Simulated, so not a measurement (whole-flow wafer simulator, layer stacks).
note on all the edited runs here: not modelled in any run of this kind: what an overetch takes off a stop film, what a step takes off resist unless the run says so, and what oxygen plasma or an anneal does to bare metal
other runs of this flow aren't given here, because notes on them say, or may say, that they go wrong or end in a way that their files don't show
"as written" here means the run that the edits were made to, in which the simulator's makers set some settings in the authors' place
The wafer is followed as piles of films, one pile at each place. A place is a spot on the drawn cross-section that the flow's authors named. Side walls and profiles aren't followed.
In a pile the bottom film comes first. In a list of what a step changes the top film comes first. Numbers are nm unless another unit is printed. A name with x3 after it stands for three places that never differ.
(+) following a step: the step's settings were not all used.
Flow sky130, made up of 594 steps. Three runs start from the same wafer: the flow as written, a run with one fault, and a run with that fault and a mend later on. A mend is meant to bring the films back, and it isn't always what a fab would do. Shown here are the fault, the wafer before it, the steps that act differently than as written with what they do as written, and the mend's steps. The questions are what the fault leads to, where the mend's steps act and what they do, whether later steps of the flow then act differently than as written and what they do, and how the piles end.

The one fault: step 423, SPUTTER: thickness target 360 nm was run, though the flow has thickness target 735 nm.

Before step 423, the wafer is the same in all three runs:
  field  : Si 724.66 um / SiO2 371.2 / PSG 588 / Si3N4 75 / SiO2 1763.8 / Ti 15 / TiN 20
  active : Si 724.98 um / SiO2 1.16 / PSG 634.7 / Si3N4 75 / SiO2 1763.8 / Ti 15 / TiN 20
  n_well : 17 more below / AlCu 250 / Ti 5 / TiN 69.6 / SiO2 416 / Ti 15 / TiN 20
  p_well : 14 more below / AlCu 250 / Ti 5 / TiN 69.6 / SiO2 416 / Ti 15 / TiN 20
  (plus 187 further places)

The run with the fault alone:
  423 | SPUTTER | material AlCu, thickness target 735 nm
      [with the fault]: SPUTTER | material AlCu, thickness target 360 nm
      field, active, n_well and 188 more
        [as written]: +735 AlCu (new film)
        [with the fault]: +360 AlCu (new film)
  Later steps of the flow acting differently than as written (1 other step is not shown; it differs only slightly, by no more than 2% or 0.5 nm, whichever is larger):
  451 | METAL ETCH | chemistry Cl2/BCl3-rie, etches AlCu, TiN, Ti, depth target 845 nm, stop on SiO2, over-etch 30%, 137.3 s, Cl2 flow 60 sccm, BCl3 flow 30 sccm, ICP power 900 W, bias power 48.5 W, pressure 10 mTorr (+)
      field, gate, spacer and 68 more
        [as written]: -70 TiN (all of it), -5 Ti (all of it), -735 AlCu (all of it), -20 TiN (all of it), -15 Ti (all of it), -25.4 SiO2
        [with the fault]: -70 TiN (all of it), -5 Ti (all of it), -360 AlCu (all of it), -20 TiN (all of it), -15 Ti (all of it), -62.9 SiO2
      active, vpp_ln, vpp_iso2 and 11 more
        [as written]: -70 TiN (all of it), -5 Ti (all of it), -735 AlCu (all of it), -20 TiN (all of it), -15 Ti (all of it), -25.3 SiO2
        [with the fault]: -70 TiN (all of it), -5 Ti (all of it), -360 AlCu (all of it), -20 TiN (all of it), -15 Ti (all of it), -62.8 SiO2
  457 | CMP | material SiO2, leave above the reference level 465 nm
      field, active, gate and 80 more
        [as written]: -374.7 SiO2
        [with the fault]: -712.2 SiO2
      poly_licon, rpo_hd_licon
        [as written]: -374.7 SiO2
        [with the fault]: -712.1 SiO2
  The piles end different from the flow's at field, active, n_well and 190 more by more than 2% or 0.5 nm, whichever is larger.
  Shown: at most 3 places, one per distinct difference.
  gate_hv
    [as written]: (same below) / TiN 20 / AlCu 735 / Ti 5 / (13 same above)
    [with the fault]: (same below) / TiN 20 / AlCu 360 / Ti 5 / (13 same above)
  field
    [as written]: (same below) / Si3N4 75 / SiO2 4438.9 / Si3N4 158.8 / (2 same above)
    [with the fault]: (same below) / Si3N4 75 / SiO2 4063.9 / Si3N4 158.8 / (2 same above)
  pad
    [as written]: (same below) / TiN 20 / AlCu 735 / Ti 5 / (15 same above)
    [with the fault]: (same below) / TiN 20 / AlCu 360 / Ti 5 / (15 same above)

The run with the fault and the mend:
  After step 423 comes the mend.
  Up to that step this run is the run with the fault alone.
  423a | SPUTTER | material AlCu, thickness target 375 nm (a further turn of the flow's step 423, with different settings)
      field, active, n_well and 188 more
        +375 AlCu
  None of the later steps of the flow acts differently than as written at any place that is followed.
  The piles end the same as the flow's at every place that both follow.
